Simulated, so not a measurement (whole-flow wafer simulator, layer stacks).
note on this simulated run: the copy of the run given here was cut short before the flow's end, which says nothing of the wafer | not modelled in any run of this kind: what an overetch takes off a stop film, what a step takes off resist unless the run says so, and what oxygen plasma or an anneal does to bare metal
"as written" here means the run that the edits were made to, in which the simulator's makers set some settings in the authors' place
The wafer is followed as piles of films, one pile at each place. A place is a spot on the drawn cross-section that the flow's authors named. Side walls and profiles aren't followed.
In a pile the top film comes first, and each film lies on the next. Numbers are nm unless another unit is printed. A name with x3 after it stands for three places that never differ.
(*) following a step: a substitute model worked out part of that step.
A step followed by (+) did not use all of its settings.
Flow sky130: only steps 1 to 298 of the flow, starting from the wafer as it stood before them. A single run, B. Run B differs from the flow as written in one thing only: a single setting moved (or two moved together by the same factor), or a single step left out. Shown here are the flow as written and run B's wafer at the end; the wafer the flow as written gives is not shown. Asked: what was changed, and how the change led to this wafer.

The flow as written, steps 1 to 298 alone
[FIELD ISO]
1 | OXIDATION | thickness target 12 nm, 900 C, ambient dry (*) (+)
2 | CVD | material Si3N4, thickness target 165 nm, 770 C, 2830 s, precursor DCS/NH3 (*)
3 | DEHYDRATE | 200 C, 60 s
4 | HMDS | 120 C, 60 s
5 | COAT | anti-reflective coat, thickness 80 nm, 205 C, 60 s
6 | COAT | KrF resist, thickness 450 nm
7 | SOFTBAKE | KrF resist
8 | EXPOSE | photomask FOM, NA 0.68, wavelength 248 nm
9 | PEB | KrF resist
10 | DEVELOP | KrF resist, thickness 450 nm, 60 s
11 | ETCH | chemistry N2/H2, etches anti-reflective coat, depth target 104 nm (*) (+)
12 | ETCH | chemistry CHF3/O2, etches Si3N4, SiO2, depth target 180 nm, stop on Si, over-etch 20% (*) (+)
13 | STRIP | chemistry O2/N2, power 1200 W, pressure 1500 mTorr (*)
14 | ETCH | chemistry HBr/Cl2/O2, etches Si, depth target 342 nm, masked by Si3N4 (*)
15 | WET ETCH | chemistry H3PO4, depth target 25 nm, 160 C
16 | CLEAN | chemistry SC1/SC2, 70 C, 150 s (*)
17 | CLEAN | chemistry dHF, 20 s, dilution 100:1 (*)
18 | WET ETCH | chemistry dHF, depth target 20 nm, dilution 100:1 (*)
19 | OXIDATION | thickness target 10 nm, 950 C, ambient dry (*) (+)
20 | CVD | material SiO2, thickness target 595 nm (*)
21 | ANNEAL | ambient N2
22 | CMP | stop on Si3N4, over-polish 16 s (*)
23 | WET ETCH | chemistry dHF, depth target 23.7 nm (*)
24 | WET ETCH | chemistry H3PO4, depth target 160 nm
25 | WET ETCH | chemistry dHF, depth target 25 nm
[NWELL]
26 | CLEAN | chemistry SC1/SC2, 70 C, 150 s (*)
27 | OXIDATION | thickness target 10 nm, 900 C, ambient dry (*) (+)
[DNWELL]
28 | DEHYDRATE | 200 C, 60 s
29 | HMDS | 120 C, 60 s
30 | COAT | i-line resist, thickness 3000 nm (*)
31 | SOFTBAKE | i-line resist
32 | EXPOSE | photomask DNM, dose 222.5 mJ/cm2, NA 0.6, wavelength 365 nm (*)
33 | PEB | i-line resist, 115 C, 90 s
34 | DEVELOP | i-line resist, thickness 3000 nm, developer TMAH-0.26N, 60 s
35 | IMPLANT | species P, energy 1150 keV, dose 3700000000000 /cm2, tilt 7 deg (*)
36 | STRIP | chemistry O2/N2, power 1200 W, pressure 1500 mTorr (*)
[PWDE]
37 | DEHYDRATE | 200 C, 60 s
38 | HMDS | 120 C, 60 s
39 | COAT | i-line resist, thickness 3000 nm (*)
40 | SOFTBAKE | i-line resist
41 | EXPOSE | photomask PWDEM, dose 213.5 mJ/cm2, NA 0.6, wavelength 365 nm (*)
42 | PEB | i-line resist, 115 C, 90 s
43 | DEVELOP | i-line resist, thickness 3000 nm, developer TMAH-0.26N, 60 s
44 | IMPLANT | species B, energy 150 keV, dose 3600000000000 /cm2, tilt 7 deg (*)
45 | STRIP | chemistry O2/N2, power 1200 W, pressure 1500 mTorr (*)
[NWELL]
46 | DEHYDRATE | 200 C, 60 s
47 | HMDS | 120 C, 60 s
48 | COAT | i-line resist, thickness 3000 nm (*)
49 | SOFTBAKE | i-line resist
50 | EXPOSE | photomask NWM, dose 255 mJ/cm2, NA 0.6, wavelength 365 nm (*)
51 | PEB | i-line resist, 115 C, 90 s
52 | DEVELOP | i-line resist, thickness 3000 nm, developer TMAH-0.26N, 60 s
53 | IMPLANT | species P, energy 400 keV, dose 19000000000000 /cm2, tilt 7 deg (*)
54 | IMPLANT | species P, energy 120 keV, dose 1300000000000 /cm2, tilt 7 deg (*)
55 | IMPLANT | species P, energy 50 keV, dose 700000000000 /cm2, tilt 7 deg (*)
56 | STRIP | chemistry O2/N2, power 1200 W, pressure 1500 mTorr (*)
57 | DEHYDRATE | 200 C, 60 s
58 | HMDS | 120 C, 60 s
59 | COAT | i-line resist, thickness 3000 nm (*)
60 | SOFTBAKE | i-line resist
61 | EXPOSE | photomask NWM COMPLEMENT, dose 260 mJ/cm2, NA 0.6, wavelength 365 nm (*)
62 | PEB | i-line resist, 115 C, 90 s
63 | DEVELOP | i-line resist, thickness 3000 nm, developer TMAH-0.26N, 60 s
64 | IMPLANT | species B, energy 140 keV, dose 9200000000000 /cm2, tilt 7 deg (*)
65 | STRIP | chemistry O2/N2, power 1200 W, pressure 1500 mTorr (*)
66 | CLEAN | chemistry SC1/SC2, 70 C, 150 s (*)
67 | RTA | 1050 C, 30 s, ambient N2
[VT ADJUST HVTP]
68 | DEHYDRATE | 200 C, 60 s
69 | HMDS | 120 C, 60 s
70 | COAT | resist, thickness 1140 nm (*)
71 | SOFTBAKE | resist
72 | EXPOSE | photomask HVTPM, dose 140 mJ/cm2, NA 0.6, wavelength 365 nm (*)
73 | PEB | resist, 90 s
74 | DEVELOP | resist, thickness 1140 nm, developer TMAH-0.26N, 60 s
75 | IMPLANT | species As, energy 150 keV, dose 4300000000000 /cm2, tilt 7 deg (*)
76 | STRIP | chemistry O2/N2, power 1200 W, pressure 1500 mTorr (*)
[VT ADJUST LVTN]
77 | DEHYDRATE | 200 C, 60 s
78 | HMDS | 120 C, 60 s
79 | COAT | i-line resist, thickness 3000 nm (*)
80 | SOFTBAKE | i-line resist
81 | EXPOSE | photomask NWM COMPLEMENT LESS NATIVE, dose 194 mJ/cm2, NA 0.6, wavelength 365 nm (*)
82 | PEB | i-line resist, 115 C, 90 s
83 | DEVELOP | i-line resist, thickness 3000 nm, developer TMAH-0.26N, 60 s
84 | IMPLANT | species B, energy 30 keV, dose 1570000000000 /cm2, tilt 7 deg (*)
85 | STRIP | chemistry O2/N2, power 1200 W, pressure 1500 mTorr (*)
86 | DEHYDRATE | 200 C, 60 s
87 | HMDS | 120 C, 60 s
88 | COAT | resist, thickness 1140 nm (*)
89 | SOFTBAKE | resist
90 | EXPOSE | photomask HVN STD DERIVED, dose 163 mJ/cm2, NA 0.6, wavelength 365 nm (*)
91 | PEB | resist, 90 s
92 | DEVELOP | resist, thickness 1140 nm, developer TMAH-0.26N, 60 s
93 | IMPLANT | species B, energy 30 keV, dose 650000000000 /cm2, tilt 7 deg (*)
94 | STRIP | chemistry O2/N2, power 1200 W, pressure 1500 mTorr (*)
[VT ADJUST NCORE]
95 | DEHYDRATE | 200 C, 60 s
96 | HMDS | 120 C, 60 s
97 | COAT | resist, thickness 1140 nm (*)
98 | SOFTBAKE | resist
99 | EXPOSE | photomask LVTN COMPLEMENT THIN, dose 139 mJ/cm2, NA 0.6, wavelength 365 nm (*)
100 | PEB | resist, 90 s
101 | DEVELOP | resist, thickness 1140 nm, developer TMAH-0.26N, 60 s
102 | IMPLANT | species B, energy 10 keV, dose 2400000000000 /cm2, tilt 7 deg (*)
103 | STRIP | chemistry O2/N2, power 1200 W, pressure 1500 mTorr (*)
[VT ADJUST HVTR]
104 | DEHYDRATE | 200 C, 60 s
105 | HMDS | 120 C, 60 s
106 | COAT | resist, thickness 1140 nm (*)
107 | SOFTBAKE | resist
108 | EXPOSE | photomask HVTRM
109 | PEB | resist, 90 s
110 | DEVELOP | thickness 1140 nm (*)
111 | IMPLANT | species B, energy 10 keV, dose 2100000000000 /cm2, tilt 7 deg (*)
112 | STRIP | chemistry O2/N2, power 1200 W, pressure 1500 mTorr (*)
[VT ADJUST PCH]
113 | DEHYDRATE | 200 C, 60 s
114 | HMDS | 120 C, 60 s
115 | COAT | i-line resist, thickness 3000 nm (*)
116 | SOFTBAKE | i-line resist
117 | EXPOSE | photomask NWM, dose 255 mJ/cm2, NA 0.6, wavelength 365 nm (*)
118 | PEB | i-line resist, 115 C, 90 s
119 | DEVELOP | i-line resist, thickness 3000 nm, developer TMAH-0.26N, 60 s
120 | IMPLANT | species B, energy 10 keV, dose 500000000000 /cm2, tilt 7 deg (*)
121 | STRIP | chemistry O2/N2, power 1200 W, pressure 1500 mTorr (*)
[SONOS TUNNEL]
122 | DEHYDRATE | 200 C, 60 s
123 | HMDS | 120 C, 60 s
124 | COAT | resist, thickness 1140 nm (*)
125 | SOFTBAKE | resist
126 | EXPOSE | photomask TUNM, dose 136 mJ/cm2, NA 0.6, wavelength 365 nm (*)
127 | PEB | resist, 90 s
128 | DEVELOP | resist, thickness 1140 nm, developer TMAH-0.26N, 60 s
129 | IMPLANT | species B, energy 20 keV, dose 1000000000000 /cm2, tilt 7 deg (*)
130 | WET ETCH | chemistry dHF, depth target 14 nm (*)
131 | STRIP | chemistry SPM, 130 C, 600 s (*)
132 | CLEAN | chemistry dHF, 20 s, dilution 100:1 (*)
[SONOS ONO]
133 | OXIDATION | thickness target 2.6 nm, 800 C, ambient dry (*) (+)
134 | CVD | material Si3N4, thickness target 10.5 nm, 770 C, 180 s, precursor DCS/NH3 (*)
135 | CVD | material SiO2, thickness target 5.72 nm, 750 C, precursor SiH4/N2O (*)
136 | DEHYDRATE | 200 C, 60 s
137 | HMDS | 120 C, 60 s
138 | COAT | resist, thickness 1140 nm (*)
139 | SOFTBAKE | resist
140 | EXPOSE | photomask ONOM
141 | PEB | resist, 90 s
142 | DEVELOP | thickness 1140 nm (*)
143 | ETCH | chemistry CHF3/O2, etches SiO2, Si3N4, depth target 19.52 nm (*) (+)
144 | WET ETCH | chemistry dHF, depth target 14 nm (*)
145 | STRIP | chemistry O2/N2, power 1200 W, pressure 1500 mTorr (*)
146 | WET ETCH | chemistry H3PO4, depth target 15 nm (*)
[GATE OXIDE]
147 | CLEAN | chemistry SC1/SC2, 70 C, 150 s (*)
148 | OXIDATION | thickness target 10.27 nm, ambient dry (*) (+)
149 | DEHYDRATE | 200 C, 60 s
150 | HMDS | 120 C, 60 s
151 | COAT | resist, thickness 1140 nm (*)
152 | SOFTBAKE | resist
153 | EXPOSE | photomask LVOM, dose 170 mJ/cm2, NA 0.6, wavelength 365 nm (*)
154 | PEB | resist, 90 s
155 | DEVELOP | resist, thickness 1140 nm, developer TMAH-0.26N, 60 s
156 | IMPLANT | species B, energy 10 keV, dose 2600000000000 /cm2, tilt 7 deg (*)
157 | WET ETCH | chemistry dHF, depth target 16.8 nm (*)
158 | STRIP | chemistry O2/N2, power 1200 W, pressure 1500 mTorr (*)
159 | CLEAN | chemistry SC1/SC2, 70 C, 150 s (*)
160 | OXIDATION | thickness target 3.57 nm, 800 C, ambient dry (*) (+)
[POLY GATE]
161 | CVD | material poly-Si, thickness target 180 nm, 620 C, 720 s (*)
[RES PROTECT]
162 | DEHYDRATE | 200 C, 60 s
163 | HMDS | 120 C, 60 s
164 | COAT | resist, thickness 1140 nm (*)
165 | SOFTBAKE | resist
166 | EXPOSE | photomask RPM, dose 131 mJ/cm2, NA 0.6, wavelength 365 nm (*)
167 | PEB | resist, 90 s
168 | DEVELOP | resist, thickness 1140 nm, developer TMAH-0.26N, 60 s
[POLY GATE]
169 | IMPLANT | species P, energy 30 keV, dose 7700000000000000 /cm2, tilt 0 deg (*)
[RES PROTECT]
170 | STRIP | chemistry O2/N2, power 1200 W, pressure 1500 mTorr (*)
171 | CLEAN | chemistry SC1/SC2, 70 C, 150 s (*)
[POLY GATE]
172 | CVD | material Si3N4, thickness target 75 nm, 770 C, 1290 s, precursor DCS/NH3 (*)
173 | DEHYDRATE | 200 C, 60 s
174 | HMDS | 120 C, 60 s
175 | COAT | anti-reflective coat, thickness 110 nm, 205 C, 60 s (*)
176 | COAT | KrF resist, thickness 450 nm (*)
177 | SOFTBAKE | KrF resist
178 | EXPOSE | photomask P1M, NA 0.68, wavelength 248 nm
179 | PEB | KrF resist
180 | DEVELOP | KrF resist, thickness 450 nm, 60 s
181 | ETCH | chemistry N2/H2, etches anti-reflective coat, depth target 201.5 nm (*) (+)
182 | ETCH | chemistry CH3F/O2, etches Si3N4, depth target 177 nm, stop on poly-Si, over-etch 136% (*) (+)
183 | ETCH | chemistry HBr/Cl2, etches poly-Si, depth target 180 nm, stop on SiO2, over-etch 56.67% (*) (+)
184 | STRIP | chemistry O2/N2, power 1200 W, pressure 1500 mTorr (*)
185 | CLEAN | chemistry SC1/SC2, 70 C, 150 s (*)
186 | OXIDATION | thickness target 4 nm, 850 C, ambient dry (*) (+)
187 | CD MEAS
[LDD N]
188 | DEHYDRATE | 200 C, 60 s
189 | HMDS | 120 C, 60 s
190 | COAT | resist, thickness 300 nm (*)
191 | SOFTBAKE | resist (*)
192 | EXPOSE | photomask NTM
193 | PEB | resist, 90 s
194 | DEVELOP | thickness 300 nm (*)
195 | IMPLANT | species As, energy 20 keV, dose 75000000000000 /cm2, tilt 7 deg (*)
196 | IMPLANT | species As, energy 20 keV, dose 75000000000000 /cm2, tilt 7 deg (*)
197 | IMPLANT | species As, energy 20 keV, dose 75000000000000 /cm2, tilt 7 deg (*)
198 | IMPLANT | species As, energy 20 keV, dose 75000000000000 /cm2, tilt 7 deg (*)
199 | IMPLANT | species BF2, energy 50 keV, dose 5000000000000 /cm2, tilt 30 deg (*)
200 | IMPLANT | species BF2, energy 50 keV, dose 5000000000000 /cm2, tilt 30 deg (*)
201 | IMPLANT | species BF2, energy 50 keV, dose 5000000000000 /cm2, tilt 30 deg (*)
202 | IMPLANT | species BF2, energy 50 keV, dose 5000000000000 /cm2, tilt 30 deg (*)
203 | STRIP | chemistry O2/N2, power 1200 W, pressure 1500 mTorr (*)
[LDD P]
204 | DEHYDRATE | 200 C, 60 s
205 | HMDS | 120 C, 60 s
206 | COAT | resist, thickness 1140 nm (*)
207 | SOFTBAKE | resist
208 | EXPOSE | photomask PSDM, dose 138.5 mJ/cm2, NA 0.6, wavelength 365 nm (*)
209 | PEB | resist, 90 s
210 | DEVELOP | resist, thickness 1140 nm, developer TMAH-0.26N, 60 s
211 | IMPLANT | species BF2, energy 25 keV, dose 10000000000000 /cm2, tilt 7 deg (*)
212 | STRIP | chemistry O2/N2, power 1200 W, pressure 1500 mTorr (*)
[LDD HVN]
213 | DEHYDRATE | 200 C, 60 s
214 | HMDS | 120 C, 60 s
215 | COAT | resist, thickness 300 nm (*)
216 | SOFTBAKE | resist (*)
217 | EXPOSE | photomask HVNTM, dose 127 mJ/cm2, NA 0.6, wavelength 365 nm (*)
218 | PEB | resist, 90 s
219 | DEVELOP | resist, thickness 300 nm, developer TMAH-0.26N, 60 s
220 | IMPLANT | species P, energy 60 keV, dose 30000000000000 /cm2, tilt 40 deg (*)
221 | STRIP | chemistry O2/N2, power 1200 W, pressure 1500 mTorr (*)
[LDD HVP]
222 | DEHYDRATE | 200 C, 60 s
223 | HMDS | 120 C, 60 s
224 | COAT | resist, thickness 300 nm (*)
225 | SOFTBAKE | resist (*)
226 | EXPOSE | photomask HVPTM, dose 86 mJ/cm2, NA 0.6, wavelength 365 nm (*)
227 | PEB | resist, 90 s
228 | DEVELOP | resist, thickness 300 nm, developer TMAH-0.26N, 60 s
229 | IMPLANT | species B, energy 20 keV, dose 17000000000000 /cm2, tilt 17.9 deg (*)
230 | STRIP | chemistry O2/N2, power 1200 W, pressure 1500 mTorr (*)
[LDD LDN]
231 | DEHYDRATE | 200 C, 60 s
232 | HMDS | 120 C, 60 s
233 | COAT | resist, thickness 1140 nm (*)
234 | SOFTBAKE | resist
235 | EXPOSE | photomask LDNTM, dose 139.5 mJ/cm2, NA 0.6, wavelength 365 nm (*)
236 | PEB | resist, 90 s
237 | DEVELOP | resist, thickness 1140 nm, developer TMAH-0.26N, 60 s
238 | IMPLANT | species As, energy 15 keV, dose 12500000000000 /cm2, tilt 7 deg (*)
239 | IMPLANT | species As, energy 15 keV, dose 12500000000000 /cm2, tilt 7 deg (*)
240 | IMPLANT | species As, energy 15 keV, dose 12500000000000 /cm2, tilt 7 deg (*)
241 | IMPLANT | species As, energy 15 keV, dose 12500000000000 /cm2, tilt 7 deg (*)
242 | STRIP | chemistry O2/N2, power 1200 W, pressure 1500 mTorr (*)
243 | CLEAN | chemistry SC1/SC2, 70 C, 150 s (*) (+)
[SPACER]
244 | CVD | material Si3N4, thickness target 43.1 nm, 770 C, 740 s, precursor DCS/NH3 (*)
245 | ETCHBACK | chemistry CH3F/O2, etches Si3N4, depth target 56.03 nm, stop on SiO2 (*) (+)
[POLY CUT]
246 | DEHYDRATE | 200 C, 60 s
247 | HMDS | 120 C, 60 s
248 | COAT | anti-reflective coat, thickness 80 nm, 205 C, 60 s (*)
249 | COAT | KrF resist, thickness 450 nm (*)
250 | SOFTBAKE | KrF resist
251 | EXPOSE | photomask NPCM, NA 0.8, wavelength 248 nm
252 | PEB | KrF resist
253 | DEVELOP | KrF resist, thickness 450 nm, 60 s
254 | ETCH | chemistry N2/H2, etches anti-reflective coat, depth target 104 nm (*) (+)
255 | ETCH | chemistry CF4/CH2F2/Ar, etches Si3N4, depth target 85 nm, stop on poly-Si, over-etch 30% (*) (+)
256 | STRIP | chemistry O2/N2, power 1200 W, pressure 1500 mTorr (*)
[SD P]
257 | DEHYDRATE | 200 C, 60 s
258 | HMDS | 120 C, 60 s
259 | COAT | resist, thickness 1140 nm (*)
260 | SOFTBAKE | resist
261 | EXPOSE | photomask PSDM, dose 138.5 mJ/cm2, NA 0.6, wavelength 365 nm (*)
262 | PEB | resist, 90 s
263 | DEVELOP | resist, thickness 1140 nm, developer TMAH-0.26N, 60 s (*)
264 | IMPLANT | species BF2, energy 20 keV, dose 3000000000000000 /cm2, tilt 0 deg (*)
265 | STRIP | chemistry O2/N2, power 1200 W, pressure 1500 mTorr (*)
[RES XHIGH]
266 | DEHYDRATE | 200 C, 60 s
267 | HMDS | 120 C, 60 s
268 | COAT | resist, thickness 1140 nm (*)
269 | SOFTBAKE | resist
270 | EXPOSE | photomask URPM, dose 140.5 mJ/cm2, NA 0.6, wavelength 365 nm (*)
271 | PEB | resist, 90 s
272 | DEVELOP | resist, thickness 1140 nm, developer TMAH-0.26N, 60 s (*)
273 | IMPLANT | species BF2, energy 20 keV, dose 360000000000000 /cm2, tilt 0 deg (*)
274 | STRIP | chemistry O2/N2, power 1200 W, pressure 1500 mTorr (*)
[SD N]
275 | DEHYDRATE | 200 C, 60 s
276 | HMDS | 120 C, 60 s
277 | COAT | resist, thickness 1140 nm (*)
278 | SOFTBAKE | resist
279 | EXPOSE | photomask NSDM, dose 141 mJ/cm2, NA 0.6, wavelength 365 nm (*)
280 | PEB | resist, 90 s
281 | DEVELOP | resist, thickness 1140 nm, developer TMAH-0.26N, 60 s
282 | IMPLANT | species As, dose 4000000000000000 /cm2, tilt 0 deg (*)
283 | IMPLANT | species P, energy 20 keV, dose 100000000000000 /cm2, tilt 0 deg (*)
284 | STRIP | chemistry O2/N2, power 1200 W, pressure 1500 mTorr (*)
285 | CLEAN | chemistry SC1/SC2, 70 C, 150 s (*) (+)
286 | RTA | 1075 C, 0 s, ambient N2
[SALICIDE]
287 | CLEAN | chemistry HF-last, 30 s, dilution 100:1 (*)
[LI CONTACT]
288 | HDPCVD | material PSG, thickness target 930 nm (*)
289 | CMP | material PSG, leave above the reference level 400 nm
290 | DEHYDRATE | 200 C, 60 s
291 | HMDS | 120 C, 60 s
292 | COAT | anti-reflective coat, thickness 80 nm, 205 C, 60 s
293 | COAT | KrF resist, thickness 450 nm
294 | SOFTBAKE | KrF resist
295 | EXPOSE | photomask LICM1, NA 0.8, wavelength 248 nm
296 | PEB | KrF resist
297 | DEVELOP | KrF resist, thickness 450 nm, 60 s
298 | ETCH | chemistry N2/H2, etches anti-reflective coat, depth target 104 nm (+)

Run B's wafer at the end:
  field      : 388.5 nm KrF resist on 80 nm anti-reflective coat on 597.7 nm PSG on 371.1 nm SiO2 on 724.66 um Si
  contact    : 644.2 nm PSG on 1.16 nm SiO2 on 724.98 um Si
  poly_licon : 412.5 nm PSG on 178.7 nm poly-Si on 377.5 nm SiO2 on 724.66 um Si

What caused this: step 298, ETCH: depth target 80.4 nm was run, while the flow as written has depth target 104 nm.

Step by step, how the change led to this:
  298 | ETCH | chemistry N2/H2, etches anti-reflective coat, depth target 104 nm (+)
      contact, poly_licon, ndiff_licon, ndiff_licon_cpp, rpo_hd_licon: -80 anti-reflective coat (all of it) (it would be, as written: -80 anti-reflective coat (all of it), -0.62 PSG)
      field, active, n_well and 184 more: -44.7 KrF resist (it would be, as written: -57.8 KrF resist)
